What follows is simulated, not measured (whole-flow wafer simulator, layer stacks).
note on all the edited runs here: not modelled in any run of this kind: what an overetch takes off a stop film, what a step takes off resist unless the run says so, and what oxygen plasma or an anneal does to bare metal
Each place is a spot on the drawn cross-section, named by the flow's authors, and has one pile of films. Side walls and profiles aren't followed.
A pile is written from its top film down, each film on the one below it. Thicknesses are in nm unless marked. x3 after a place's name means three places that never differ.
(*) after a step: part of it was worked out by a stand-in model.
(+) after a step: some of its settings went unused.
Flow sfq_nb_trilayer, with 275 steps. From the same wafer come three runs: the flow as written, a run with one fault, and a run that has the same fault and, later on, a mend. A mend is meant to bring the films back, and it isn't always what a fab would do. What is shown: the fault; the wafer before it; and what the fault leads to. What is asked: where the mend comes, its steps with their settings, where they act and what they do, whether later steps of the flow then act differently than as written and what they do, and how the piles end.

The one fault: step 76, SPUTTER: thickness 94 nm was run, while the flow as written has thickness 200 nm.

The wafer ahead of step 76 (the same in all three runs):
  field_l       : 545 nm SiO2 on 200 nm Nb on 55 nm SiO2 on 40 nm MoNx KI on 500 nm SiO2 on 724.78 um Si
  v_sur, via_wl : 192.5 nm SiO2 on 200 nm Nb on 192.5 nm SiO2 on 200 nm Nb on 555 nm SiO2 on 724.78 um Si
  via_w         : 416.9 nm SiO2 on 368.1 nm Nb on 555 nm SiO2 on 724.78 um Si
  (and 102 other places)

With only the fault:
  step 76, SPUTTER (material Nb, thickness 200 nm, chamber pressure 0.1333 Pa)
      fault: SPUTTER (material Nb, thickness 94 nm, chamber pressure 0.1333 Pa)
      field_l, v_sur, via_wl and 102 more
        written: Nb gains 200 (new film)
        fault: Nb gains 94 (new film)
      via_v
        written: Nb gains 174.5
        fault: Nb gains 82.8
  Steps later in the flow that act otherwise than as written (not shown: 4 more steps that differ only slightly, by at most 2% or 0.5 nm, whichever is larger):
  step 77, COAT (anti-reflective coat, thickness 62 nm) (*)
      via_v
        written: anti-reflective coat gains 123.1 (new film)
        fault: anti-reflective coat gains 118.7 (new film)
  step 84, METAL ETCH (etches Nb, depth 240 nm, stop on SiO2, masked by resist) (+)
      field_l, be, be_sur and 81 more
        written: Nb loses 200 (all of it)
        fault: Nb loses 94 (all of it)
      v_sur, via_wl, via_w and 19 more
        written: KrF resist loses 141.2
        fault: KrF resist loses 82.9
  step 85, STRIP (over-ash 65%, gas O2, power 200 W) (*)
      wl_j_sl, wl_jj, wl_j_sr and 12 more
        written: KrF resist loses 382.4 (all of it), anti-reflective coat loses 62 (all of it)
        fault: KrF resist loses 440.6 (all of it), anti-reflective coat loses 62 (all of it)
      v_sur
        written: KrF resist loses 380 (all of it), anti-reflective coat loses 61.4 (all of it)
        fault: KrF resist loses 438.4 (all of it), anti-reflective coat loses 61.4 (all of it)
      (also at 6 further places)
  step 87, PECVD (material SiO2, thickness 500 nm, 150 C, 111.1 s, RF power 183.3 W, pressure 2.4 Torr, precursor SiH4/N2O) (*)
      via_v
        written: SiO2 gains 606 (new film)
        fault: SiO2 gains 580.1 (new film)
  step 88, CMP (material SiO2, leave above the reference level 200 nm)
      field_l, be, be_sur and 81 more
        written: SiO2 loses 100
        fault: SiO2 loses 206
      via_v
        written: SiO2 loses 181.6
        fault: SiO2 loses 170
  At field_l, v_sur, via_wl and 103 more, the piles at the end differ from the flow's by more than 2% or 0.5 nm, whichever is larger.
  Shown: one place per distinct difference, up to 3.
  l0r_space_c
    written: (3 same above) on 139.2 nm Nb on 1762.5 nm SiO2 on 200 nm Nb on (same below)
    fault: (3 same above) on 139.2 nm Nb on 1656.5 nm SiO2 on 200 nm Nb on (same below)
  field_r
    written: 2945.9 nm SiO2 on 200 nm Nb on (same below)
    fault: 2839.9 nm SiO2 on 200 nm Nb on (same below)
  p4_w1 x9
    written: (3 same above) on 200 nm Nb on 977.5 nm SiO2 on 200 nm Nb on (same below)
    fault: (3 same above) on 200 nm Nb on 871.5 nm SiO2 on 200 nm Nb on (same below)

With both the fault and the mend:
  The mend follows step 82.
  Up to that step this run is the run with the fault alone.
  step 82a, STRIP (over-ash 65%, gas O2, power 200 W) (*)
      p4_fl x3, p4_w1 x9, p4_g1 x2 and 48 more
        anti-reflective coat loses 62 (all of it)
      wl_j_sl, wl_jj, wl_j_sr and 12 more
        KrF resist loses 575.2 (all of it), anti-reflective coat loses 62 (all of it)
      moat, field_r, lsp_l and 6 more
        anti-reflective coat loses 61.8 (all of it)
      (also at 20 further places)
  step 82b, SPUTTER (material Nb, thickness 106 nm, chamber pressure 0.1333 Pa) (the flow's step 76 again, with other settings)
      field_l, v_sur, via_wl and 102 more
        Nb gains 106
      via_v
        Nb gains 87.4
  step 82c, COAT (anti-reflective coat, thickness 62 nm) (*) (the flow's step 77 again)
      p4_fl x3, p4_w1 x9, p4_g1 x2 and 63 more
        anti-reflective coat gains 62 (new film)
      moat, field_r, lsp_l and 6 more
        anti-reflective coat gains 61.8 (new film)
      be_r, r_sur, res, r_end
        anti-reflective coat gains 61.7 (new film)
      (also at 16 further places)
  step 82d, COAT (KrF resist, thickness 600 nm) (*) (the flow's step 78 again)
      p4_fl x3, p4_w1 x9, p4_g1 x2 and 63 more
        KrF resist gains 600 (new film)
      field_r, lsp_l, ln_m5, l0v
        KrF resist gains 599.5 (new film)
      lsp_m, ln_m6, lsp_r, l0_sur
        KrF resist gains 599.6 (new film)
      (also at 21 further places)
  step 82e, SOFTBAKE (KrF resist) (the flow's step 79 again)
      alters no film at any place that is followed
  step 82f, EXPOSE (photomask M2, dose 12.11 mJ/cm2, NA 0.6, wavelength 248 nm) (*) (the flow's step 80 again)
      alters no film at any place that is followed
  step 82g, PEB (KrF resist, 90 s) (the flow's step 81 again)
      field_l, v_sur, via_wl and 97 more
        KrF resist loses 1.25
      via_w, via_wr, via_sp, wire, be
        KrF resist loses 1.24
      via_v
        KrF resist loses 1.6
  step 82h, DEVELOP (KrF resist, thickness 600 nm, 60 s) (the flow's step 82 again)
      p4_fl x3, p4_w1 x9, p4_g1 x2 and 48 more
        KrF resist loses 598.7 (all of it)
      v_sur, via_wl, via_w and 19 more
        KrF resist loses 23.5
      lsp_l, ln_m5, lsp_m, ln_m6, lsp_r, l0_sur, l0v
        KrF resist loses 598.3 (all of it)
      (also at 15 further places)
  None of the later steps of the flow differs from how it acts as written, at any place that is followed, by more than 2% or 0.5 nm, whichever is larger.
  The piles end only slightly different from the flow's at the places that both follow, by no more than 2% or 0.5 nm, whichever is larger.
